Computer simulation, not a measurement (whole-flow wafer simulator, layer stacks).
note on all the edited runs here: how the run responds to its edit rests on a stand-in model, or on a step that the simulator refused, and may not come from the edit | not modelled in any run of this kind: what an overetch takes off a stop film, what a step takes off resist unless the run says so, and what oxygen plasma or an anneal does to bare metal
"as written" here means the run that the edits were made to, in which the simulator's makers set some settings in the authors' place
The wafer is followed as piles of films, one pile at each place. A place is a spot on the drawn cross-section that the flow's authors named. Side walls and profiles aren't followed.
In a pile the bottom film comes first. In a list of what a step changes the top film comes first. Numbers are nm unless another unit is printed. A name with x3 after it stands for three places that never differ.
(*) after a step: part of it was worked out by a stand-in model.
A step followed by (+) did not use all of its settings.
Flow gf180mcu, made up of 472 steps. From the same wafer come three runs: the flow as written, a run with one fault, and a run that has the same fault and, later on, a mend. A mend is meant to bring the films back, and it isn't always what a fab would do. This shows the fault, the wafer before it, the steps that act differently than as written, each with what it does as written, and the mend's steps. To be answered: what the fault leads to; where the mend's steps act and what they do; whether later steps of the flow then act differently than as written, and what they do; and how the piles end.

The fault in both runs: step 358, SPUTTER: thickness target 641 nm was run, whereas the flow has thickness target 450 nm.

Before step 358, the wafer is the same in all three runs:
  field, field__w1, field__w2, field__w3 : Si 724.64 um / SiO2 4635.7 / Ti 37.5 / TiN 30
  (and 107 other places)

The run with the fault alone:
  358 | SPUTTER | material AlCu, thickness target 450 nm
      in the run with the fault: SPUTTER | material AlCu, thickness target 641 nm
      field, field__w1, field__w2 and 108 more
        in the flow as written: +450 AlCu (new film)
        in the run with the fault: +641 AlCu (new film)
  Steps further on in the flow that do not act as written:
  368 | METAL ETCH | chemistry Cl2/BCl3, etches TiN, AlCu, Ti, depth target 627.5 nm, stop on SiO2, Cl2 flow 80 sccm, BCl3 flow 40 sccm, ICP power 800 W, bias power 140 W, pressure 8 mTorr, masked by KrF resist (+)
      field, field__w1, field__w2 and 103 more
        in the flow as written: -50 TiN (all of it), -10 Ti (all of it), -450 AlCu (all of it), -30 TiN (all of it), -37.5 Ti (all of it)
        in the run with the fault: -50 TiN (all of it), -10 Ti (all of it), -567.5 AlCu
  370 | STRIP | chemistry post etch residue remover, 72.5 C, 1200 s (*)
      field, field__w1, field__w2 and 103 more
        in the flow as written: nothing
        in the run with the fault: -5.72 AlCu
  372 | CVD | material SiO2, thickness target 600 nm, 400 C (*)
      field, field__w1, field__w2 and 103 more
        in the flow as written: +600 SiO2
        in the run with the fault: +600 SiO2 (new film)
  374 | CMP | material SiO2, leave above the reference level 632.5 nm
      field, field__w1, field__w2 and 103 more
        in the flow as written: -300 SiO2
        in the run with the fault: -244.3 SiO2
  At field, field__w1, field__w2 and 109 more, the piles at the end differ from the flow's by more than 2% or 0.5 nm, whichever is larger.
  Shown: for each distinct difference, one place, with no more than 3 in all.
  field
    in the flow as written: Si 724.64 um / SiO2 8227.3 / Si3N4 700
    in the run with the fault: Si 724.64 um / SiO2 4635.7 / Ti 37.5 / TiN 30 / AlCu 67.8 / SiO2 3647.3 / Si3N4 700
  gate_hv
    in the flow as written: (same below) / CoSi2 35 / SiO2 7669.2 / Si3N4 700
    in the run with the fault: (same below) / CoSi2 35 / SiO2 4077.6 / Ti 37.5 / TiN 30 / AlCu 67.8 / SiO2 3647.3 / Si3N4 700
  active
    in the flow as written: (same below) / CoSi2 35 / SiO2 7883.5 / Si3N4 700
    in the run with the fault: (same below) / CoSi2 35 / SiO2 4291.9 / Ti 37.5 / TiN 30 / AlCu 67.8 / SiO2 3647.3 / Si3N4 700

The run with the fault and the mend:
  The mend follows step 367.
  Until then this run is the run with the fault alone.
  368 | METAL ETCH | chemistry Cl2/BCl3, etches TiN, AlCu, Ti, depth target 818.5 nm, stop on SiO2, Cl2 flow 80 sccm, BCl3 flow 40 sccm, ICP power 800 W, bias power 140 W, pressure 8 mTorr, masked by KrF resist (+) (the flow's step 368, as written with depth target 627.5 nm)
      field, field__w1, field__w2 and 103 more
        -50 TiN (all of it), -10 Ti (all of it), -641 AlCu (all of it), -30 TiN (all of it), -37.5 Ti (all of it)
      field__w8, contact, m1, m1__w1, m1_nw
        -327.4 KrF resist
  Steps further on in the flow that do not act as written:
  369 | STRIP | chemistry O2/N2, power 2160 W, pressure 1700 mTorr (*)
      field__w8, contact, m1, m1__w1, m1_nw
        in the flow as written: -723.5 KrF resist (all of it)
        in the run with the mend: -647.1 KrF resist (all of it)
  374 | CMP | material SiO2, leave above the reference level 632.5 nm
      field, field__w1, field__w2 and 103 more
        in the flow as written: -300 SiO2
        in the run with the mend: -109 SiO2
  At field, field__w1, field__w2 and 109 more, the piles at the end differ from the flow's by more than 2% or 0.5 nm, whichever is larger.
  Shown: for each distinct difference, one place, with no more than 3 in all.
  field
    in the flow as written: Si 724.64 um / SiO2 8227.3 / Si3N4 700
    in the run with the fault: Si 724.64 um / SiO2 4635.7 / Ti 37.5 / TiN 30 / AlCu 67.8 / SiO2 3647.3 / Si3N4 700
    in the run with the mend: Si 724.64 um / SiO2 8418.3 / Si3N4 700
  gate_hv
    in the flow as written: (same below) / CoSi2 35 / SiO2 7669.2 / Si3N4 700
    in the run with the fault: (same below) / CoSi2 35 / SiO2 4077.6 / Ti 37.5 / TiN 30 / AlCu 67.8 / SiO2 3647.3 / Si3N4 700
    in the run with the mend: (same below) / CoSi2 35 / SiO2 7860.2 / Si3N4 700
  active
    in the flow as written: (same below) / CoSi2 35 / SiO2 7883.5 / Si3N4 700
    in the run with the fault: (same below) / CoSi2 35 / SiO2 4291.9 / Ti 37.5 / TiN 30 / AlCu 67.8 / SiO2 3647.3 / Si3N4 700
    in the run with the mend: (same below) / CoSi2 35 / SiO2 8074.5 / Si3N4 700
